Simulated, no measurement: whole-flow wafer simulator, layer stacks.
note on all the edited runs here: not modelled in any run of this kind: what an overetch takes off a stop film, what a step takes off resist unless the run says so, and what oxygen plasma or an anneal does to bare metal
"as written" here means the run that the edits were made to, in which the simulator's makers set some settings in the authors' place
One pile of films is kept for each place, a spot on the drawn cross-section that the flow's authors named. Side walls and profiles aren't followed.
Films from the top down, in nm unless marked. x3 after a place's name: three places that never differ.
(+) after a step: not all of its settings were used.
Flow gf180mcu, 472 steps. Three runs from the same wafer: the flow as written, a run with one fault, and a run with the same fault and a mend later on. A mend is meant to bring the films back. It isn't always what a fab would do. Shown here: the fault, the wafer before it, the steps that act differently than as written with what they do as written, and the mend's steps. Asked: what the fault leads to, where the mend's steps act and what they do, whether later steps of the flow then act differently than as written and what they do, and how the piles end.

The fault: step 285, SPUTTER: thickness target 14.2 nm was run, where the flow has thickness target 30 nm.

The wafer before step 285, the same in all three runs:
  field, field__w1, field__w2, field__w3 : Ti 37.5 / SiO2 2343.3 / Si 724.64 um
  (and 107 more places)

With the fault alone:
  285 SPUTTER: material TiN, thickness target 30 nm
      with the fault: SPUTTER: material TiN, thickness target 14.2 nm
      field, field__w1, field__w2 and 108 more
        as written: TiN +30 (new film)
        with the fault: TiN +14.2 (new film)
  Later steps of the flow that act differently than as written:
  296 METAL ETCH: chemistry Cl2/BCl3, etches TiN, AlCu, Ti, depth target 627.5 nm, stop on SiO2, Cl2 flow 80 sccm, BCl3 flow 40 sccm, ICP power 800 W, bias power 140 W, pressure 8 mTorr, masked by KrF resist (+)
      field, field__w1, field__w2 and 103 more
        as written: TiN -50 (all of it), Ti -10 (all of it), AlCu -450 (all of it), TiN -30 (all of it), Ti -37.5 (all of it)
        with the fault: TiN -50 (all of it), Ti -10 (all of it), AlCu -450 (all of it), TiN -14.2 (all of it), Ti -37.5 (all of it)
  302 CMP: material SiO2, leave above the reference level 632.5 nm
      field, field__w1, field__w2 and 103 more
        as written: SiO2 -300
        with the fault: SiO2 -315.8
  At the end the piles differ from the flow's by more than 2% or 0.5 nm, whichever is larger, at field__w8, contact, m1, m1__w1, m1_nw.
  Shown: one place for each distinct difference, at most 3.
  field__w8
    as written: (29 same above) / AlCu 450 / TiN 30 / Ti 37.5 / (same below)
    with the fault: (29 same above) / AlCu 450 / TiN 14.2 / Ti 37.5 / (same below)
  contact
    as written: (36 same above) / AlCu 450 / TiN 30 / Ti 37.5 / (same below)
    with the fault: (36 same above) / AlCu 450 / TiN 14.2 / Ti 37.5 / (same below)

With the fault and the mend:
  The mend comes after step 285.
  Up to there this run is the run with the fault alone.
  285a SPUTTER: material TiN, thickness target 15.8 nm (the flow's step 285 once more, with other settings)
      field, field__w1, field__w2 and 108 more
        TiN +15.8
  No later step of the flow acts differently than as written at any place that is followed.
  At the end the piles are the same as the flow's at every place that both follow.
